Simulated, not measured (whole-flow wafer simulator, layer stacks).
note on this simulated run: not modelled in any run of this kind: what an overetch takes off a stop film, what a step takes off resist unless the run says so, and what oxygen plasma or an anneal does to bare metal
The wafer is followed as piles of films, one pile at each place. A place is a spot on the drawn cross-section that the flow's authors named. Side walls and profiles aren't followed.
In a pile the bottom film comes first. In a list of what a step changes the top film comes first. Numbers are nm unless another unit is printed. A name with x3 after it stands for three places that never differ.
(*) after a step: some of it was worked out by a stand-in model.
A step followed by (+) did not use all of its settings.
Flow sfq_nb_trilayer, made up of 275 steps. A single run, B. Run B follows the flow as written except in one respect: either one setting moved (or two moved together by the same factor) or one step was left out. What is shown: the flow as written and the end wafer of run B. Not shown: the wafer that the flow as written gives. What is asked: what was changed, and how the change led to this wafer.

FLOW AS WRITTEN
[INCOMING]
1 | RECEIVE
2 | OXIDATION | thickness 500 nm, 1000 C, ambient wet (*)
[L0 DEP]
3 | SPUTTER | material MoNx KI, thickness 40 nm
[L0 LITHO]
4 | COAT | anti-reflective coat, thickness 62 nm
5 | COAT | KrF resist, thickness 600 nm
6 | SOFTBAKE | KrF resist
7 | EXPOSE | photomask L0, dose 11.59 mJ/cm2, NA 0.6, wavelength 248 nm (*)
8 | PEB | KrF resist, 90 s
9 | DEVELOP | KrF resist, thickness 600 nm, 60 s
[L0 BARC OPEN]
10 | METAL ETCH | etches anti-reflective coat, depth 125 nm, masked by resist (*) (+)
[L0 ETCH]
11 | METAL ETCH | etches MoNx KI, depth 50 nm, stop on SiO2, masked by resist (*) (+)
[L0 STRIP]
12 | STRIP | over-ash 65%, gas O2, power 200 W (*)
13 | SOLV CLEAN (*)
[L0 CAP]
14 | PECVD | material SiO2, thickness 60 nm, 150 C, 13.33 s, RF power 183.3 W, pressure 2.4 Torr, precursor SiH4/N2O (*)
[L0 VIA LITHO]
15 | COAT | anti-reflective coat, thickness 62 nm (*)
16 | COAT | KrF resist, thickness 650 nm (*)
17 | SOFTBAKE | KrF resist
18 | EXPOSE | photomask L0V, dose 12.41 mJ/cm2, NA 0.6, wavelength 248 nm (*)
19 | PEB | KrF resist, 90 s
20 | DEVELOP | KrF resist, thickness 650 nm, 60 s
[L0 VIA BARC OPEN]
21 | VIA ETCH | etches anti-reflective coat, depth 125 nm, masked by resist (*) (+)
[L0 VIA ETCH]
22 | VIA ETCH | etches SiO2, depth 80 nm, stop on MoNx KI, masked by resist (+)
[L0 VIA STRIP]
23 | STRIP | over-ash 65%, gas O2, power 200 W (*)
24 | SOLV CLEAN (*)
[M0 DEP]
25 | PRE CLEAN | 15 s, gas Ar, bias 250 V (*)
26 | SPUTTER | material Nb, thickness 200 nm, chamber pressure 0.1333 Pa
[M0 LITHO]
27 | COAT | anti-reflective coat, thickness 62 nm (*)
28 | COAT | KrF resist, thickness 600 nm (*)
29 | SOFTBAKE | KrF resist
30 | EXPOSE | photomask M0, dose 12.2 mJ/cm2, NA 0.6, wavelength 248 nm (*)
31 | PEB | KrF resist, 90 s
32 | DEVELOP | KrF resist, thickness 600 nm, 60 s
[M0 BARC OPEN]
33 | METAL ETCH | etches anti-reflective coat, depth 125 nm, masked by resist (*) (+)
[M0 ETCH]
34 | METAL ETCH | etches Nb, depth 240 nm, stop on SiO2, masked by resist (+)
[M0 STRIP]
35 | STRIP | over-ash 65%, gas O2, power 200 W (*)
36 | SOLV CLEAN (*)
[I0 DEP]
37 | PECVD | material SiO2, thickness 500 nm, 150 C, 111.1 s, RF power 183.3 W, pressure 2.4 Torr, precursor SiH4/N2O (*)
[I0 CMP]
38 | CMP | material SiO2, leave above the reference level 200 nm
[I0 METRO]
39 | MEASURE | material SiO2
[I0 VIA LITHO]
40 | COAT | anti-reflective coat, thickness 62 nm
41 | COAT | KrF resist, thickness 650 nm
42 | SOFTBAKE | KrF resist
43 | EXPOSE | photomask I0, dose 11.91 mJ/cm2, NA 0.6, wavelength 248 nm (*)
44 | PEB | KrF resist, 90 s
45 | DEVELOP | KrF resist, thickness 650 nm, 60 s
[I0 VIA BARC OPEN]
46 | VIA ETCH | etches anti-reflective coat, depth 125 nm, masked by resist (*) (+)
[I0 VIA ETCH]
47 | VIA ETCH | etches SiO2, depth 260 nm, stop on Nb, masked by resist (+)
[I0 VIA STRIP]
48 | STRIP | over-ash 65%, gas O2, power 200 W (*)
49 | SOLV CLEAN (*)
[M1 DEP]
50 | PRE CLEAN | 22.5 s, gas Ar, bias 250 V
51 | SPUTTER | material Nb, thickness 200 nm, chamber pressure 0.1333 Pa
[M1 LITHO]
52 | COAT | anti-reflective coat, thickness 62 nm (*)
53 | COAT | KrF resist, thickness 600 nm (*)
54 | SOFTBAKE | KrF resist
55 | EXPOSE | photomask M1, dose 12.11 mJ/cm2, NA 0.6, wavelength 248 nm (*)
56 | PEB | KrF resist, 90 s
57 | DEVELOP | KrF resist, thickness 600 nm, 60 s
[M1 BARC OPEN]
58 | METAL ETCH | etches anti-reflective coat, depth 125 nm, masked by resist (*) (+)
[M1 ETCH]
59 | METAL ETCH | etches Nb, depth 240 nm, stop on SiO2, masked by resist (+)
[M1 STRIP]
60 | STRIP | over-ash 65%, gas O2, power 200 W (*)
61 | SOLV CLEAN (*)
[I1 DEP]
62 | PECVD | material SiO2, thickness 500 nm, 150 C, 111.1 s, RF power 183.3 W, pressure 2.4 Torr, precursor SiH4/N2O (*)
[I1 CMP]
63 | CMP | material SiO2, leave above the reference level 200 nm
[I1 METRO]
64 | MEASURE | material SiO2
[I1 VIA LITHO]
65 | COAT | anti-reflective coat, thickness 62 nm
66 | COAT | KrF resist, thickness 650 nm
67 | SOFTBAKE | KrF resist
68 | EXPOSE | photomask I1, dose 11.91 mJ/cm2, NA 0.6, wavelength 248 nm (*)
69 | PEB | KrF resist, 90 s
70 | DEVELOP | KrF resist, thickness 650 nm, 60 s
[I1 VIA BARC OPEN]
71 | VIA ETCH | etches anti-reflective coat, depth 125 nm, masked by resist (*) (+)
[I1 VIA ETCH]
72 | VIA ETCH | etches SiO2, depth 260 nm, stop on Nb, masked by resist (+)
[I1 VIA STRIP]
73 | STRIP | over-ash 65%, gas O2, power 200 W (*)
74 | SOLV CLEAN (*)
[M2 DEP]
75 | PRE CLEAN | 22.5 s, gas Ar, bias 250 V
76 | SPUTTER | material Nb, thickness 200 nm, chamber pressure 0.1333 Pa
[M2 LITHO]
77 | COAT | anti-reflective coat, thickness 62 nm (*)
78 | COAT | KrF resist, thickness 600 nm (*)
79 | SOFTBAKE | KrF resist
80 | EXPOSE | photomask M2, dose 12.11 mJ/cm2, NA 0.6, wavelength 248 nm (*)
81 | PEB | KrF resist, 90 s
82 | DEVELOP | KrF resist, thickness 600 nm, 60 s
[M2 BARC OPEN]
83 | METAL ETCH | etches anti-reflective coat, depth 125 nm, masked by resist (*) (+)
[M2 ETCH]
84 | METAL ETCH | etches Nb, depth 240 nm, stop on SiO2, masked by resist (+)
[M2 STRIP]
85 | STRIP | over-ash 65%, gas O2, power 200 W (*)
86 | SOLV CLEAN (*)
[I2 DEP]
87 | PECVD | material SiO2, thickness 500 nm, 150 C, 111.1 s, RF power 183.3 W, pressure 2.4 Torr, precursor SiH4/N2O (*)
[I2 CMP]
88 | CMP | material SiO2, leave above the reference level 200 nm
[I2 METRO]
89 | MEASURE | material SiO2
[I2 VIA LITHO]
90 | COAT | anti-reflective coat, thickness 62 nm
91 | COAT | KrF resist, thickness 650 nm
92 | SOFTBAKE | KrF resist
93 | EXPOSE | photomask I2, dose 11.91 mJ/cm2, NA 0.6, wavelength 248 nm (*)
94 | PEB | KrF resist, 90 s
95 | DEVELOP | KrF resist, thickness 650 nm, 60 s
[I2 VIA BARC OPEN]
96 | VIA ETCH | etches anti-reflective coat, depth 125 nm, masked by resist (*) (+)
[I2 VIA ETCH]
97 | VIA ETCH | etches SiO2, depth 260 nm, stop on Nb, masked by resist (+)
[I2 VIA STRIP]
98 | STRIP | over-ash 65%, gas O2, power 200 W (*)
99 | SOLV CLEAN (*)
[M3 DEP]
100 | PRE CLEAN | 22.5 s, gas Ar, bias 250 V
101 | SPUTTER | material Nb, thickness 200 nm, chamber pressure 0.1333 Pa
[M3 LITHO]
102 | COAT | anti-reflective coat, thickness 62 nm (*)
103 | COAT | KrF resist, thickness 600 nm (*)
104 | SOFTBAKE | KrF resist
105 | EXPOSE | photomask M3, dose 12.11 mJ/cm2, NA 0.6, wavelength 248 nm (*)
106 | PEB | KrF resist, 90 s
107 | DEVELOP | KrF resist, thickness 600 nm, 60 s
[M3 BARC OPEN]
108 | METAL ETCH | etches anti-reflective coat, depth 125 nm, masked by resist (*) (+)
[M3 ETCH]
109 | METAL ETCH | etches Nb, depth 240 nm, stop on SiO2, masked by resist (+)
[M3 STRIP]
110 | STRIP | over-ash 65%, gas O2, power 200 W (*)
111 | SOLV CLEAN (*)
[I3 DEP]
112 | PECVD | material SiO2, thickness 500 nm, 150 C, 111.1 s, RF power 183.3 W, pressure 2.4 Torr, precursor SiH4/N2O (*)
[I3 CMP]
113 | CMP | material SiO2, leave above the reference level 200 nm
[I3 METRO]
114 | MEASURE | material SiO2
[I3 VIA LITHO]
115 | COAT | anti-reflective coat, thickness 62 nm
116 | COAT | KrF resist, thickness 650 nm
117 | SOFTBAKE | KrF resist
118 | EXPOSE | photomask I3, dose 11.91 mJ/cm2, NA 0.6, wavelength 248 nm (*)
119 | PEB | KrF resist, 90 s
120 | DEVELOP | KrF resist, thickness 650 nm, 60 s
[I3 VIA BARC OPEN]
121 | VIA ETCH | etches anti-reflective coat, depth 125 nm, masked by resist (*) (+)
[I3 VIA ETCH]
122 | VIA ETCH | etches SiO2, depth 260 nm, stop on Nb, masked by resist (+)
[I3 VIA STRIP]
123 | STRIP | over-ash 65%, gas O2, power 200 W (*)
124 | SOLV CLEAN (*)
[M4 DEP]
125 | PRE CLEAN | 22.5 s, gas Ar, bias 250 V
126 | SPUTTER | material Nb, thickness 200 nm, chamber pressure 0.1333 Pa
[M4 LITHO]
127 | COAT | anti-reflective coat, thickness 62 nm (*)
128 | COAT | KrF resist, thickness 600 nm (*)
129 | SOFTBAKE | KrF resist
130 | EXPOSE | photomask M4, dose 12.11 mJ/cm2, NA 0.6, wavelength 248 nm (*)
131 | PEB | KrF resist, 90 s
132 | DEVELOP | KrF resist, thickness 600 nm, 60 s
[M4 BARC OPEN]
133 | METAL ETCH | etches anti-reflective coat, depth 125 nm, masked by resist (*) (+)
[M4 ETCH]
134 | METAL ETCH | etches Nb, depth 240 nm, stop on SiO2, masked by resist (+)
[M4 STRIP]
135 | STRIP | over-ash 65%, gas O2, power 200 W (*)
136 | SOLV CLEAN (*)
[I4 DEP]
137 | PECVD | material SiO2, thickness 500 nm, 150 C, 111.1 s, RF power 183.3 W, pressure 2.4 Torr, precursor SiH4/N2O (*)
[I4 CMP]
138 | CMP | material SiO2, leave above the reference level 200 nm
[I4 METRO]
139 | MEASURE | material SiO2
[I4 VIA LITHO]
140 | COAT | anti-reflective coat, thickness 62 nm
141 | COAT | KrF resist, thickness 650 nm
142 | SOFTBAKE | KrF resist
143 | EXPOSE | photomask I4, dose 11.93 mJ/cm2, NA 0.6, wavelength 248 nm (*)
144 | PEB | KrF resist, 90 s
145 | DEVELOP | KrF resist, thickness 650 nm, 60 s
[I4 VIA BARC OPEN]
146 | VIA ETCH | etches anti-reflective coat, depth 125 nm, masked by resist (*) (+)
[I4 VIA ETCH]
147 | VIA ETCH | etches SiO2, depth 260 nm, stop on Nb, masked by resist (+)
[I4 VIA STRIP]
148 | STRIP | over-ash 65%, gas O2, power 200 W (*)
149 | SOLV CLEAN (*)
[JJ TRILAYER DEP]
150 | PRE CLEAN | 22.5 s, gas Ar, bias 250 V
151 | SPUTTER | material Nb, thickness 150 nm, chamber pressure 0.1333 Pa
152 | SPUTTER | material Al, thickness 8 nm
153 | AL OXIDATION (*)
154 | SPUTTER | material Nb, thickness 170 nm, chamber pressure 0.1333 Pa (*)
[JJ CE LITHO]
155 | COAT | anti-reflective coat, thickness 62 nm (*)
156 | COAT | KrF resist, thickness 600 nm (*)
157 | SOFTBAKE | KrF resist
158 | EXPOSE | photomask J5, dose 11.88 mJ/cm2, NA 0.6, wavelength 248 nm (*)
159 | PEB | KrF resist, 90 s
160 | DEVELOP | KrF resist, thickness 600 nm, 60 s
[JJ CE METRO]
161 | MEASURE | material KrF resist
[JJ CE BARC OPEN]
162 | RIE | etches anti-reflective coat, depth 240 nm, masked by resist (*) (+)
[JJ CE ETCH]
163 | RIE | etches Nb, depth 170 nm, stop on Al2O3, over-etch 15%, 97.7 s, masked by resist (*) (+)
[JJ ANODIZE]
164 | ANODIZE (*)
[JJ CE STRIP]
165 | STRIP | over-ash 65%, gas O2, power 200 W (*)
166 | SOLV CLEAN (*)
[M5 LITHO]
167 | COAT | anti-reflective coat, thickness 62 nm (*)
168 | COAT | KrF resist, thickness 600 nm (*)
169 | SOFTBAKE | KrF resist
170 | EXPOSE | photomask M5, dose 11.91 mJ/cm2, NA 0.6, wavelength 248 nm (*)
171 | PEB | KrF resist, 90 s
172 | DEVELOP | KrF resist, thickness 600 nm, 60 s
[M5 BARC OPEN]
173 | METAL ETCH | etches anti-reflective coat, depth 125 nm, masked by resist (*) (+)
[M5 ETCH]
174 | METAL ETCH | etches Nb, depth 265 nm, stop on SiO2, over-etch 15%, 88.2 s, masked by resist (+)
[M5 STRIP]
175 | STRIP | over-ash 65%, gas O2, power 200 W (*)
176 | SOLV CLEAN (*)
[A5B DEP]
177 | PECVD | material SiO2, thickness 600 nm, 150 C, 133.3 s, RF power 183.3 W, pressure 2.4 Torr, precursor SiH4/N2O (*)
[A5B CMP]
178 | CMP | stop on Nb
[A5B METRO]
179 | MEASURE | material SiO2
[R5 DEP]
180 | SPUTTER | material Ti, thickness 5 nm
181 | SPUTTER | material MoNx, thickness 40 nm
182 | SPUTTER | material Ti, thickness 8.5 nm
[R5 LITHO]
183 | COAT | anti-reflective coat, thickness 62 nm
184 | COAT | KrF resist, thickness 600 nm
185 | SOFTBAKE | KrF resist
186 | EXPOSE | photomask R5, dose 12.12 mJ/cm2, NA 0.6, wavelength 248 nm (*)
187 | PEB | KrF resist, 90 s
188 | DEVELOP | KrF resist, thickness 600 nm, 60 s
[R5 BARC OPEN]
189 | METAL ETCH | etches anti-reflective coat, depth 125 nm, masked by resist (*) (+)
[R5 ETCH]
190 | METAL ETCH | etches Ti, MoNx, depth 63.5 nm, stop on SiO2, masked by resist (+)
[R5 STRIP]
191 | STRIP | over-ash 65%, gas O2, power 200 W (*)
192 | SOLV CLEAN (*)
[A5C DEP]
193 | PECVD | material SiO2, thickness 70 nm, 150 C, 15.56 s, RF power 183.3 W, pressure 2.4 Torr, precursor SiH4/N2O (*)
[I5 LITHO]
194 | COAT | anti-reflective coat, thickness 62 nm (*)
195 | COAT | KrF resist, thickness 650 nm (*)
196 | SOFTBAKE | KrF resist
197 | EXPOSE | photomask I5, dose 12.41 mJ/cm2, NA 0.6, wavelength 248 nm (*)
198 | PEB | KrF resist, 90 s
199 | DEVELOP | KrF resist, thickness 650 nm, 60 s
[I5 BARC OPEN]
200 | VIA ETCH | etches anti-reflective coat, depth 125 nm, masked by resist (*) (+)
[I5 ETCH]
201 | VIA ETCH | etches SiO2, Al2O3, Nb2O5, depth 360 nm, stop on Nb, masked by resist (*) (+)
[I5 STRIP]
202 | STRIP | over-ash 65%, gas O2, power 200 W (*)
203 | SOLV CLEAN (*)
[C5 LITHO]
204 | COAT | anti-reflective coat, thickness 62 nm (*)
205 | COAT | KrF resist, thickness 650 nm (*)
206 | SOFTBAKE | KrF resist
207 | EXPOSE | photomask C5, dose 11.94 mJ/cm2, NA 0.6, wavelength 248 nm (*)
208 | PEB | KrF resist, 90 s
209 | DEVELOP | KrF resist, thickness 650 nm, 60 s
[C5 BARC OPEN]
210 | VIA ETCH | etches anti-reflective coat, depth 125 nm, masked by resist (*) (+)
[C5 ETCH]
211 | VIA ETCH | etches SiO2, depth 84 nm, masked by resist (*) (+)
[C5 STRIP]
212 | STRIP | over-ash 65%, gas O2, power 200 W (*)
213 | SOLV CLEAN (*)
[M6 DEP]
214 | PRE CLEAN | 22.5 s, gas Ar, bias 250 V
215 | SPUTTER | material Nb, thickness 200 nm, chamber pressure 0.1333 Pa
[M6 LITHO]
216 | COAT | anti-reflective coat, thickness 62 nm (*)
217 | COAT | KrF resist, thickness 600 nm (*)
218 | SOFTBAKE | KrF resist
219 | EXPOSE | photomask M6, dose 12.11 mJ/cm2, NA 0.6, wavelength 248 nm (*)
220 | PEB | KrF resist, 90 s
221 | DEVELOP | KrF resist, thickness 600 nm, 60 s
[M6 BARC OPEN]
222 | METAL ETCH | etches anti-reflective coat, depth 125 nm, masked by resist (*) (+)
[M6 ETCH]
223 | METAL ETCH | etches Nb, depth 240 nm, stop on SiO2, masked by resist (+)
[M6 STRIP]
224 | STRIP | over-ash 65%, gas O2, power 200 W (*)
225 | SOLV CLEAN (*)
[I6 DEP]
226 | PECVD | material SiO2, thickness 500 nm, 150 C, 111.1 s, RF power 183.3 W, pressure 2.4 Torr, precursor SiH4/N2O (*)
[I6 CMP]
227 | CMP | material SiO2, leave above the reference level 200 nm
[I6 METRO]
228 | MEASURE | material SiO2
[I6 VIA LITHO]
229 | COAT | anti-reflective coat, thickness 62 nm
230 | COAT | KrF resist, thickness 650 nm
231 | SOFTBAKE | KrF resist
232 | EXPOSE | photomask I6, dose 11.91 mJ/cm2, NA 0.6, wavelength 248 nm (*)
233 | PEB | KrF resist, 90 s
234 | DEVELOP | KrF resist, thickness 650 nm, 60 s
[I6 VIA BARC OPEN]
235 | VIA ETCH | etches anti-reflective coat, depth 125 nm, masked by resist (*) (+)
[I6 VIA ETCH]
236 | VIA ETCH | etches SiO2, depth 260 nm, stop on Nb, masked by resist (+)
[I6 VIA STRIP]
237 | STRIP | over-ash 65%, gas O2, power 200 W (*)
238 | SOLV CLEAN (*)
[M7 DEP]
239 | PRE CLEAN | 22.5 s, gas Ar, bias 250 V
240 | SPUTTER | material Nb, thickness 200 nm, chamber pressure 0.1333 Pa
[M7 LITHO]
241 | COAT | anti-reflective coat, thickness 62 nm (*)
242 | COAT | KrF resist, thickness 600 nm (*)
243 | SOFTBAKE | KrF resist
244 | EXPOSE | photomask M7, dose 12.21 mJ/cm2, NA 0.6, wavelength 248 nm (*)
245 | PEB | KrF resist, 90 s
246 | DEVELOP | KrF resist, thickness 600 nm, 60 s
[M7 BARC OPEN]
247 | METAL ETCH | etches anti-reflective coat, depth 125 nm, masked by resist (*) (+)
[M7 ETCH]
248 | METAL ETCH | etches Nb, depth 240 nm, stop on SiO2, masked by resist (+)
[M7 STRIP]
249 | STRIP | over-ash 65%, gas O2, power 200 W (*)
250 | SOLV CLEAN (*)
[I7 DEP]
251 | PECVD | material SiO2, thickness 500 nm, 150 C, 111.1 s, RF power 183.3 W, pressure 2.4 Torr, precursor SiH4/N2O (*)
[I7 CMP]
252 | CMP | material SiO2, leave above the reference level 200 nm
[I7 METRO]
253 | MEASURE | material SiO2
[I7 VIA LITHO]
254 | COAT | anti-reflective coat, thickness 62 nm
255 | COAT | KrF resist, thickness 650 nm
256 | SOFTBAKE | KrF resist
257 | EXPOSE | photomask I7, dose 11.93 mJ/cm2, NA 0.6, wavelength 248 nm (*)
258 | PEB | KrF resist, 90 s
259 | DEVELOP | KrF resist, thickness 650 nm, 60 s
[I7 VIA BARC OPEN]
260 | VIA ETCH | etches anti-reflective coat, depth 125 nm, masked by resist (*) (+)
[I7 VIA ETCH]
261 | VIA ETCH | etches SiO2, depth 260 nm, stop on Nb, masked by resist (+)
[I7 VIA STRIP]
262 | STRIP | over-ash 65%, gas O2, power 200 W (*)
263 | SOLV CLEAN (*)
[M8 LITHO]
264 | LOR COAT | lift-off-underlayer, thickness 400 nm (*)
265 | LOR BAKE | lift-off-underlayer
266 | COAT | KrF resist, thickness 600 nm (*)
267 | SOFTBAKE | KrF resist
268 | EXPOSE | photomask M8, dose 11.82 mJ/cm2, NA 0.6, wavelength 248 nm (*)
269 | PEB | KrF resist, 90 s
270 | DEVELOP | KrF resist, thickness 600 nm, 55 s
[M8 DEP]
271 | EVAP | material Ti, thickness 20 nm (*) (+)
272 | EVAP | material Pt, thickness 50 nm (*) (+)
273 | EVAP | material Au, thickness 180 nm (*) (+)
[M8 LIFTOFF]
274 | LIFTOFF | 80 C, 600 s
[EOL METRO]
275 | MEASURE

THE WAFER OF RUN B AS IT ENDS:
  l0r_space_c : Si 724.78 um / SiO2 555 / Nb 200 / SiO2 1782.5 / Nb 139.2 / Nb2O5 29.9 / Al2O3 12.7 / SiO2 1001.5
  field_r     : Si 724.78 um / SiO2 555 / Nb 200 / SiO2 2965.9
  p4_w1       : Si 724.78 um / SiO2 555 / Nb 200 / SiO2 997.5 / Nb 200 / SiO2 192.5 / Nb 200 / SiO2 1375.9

Cause: step 38, CMP: leave above the reference level 220 nm was run, though the flow has leave above the reference level 200 nm.

Step by step, how the change led to this:
  38 | CMP | material SiO2, leave above the reference level 200 nm
      v_sur, via_wl, via_w and 94 more: -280 SiO2 (as written it would have been: -300 SiO2)
      field_l, l0_sur, l0r_line_l, l0r_line_c, l0r_line_r: -320 SiO2 (as written it would have been: -340 SiO2)
      (as well as at 4 more places)
  47 | VIA ETCH | etches SiO2, depth 260 nm, stop on Nb, masked by resist (+)
      via_w: -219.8 SiO2 (all of it) (as written it would have been: -199.8 SiO2 (all of it))
  51 | SPUTTER | material Nb, thickness 200 nm, chamber pressure 0.1333 Pa
      via_w: +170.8 Nb (as written it would have been: +174.5 Nb)
  52 | COAT | anti-reflective coat, thickness 62 nm (*)
      via_w: +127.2 anti-reflective coat (new film) (as written it would have been: +123.1 anti-reflective coat (new film))
      via_wr: +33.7 anti-reflective coat (new film) (as written it would have been: +34.9 anti-reflective coat (new film))
  53 | COAT | KrF resist, thickness 600 nm (*)
      via_w: +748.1 KrF resist (new film) (as written it would have been: +731.8 KrF resist (new film))
  60 | STRIP | over-ash 65%, gas O2, power 200 W (*)
      via_w: -530.1 KrF resist (all of it), -127.2 anti-reflective coat (all of it) (as written it would have been: -513.8 KrF resist (all of it), -123.1 anti-reflective coat (all of it))
      via_wr: -383.1 KrF resist (all of it), -33.7 anti-reflective coat (all of it) (as written it would have been: -384.4 KrF resist (all of it), -34.9 anti-reflective coat (all of it))
  62 | PECVD | material SiO2, thickness 500 nm, 150 C, 111.1 s, RF power 183.3 W, pressure 2.4 Torr, precursor SiH4/N2O (*)
      via_w: +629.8 SiO2 (new film) (as written it would have been: +606 SiO2 (new film))
